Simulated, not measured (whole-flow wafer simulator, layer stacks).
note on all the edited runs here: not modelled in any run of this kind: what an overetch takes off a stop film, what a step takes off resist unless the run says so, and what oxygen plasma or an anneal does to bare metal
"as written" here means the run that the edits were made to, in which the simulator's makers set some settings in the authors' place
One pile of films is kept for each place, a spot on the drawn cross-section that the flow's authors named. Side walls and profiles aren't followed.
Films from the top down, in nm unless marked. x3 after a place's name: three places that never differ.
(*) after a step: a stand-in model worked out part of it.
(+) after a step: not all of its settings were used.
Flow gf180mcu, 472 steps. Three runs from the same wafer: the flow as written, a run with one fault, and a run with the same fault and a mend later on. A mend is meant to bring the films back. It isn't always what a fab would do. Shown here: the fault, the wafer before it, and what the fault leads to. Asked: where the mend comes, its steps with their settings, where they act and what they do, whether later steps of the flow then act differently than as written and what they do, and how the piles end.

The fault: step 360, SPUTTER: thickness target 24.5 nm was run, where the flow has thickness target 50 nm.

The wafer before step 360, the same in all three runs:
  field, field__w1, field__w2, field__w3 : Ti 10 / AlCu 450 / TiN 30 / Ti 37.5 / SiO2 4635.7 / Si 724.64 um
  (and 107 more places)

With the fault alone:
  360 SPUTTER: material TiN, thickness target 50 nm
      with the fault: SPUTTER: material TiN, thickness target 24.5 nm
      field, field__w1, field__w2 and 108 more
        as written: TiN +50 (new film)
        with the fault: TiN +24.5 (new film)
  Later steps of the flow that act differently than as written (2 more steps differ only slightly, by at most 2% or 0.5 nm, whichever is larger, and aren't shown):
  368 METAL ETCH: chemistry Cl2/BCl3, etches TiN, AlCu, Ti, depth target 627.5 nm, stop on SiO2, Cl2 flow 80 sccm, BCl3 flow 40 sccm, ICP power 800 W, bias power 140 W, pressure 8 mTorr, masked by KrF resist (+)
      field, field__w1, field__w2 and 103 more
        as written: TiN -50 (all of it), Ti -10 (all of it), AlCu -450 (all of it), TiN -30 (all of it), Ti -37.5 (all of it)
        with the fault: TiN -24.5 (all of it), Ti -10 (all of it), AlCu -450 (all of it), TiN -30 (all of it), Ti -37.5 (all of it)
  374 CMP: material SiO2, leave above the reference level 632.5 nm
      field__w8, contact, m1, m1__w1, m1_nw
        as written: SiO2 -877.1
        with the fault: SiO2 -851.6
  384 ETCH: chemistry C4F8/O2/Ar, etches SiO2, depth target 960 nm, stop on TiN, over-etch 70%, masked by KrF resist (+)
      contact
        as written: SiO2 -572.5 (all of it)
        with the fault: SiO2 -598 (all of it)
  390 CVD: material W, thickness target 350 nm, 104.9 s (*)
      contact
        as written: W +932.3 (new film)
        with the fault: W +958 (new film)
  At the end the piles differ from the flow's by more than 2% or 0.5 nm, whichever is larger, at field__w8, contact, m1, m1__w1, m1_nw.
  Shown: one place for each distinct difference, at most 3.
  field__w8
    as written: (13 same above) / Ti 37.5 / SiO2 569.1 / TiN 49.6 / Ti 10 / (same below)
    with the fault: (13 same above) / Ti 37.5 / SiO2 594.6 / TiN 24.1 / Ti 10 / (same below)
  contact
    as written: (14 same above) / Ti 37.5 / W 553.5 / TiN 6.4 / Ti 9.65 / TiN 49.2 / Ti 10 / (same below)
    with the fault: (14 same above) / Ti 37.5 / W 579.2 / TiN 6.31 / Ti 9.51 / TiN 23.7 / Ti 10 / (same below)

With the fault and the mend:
  The mend comes after step 360.
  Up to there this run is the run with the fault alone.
  360a SPUTTER: material TiN, thickness target 25.5 nm (the flow's step 360 once more, with other settings)
      field, field__w1, field__w2 and 108 more
        TiN +25.5
  No later step of the flow acts differently than as written at any place that is followed.
  At the end the piles are the same as the flow's at every place that both follow.
